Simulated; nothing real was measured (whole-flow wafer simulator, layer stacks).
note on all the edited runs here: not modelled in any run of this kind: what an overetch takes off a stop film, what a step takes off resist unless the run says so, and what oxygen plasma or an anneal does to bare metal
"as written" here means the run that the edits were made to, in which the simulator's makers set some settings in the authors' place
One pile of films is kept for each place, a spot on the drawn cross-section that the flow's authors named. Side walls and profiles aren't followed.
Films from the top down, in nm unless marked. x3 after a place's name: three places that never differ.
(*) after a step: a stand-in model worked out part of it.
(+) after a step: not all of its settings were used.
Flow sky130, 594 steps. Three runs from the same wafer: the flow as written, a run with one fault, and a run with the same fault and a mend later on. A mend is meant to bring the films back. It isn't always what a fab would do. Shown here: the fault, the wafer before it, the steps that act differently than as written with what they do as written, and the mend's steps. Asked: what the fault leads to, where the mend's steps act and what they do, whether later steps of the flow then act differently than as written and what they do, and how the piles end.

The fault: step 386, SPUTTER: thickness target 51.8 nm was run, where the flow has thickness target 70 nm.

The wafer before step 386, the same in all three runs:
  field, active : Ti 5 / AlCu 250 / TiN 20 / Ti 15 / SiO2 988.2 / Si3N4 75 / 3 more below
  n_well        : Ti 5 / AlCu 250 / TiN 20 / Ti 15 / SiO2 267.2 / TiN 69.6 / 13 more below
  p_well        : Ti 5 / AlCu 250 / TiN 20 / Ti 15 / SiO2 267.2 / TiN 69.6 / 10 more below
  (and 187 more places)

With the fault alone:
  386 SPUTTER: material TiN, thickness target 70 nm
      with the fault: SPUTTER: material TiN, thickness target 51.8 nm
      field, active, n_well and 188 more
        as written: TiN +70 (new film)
        with the fault: TiN +51.8 (new film)
  Later steps of the flow that act differently than as written (10 more steps differ only slightly, by at most 2% or 0.5 nm, whichever is larger, and aren't shown):
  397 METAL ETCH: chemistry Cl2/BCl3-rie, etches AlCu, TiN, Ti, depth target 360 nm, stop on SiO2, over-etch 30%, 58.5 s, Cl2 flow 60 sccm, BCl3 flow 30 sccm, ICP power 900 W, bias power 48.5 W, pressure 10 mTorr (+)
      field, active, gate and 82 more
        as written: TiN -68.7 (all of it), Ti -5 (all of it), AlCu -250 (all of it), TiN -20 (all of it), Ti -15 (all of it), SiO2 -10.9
        with the fault: TiN -50.5 (all of it), Ti -5 (all of it), AlCu -250 (all of it), TiN -20 (all of it), Ti -15 (all of it), SiO2 -12.8
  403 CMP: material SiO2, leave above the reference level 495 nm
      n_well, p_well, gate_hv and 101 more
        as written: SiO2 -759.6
        with the fault: SiO2 -741.4
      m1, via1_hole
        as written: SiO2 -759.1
        with the fault: SiO2 -740.9
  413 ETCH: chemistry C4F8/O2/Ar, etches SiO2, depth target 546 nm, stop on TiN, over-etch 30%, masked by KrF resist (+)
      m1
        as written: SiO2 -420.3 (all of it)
        with the fault: SiO2 -438.5 (all of it)
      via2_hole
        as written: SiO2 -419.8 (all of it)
        with the fault: SiO2 -438 (all of it)
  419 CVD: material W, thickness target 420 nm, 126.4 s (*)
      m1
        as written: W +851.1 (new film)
        with the fault: W +869.6 (new film)
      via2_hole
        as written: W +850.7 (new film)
        with the fault: W +869.1 (new film)
  At the end the piles differ from the flow's by more than 2% or 0.5 nm, whichever is larger, at n_well, p_well, gate_hv and 103 more.
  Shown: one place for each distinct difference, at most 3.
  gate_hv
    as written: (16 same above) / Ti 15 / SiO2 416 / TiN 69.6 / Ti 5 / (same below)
    with the fault: (16 same above) / Ti 15 / SiO2 434.2 / TiN 51.4 / Ti 5 / (same below)
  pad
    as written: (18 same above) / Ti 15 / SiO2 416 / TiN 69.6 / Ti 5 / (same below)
    with the fault: (18 same above) / Ti 15 / SiO2 434.2 / TiN 51.4 / Ti 5 / (same below)
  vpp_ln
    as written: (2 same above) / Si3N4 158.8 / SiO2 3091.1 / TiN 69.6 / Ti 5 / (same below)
    with the fault: (2 same above) / Si3N4 158.8 / SiO2 3109.3 / TiN 51.4 / Ti 5 / (same below)

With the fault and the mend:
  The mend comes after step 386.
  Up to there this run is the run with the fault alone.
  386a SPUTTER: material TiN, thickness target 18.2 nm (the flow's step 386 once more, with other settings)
      field, active, n_well and 188 more
        TiN +18.2
  No later step of the flow acts differently than as written at any place that is followed.
  At the end the piles are the same as the flow's at every place that both follow.
